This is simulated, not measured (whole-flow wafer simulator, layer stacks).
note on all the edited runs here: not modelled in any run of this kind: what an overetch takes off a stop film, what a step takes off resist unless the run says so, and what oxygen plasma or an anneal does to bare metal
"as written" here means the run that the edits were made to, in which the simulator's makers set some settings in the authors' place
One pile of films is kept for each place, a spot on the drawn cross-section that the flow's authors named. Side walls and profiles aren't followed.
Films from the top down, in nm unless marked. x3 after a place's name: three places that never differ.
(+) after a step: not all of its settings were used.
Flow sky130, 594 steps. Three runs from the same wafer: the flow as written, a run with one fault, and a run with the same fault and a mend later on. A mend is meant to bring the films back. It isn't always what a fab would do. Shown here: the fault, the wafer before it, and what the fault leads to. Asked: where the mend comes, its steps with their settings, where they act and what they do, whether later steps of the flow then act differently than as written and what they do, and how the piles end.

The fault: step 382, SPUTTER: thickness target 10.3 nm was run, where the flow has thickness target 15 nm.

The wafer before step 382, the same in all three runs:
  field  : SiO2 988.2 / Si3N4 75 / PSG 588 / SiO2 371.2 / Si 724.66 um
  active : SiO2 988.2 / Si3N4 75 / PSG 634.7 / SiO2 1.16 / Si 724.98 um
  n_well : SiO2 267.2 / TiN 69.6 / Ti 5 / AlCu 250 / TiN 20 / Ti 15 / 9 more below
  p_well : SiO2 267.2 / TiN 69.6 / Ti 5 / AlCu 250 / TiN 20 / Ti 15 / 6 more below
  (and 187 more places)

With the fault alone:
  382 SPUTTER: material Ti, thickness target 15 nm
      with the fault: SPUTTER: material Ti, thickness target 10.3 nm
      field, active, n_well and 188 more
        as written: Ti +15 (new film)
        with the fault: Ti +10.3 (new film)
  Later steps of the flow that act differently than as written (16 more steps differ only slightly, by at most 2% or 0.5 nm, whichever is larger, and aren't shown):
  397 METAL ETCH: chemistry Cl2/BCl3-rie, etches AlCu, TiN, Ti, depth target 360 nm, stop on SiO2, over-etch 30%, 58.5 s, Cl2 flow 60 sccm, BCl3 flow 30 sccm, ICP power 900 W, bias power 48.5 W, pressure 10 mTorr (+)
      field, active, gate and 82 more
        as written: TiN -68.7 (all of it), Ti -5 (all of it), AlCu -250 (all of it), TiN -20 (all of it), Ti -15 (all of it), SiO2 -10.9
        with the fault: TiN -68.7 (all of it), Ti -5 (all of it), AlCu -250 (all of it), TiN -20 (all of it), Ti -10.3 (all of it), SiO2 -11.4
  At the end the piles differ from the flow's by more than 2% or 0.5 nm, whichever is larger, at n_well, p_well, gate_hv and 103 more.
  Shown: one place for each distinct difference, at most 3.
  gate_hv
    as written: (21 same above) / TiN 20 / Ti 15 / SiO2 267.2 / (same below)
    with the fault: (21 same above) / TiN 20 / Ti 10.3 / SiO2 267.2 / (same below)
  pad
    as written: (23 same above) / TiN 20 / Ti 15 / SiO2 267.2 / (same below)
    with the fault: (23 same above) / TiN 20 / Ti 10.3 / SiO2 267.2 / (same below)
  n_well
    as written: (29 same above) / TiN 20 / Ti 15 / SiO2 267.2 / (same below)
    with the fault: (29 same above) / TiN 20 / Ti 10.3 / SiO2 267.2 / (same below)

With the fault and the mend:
  The mend comes after step 382.
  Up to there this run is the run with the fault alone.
  382a SPUTTER: material Ti, thickness target 4.7 nm (the flow's step 382 once more, with other settings)
      field, active, n_well and 188 more
        Ti +4.7
  No later step of the flow acts differently than as written at any place that is followed.
  At the end the piles are the same as the flow's at every place that both follow.
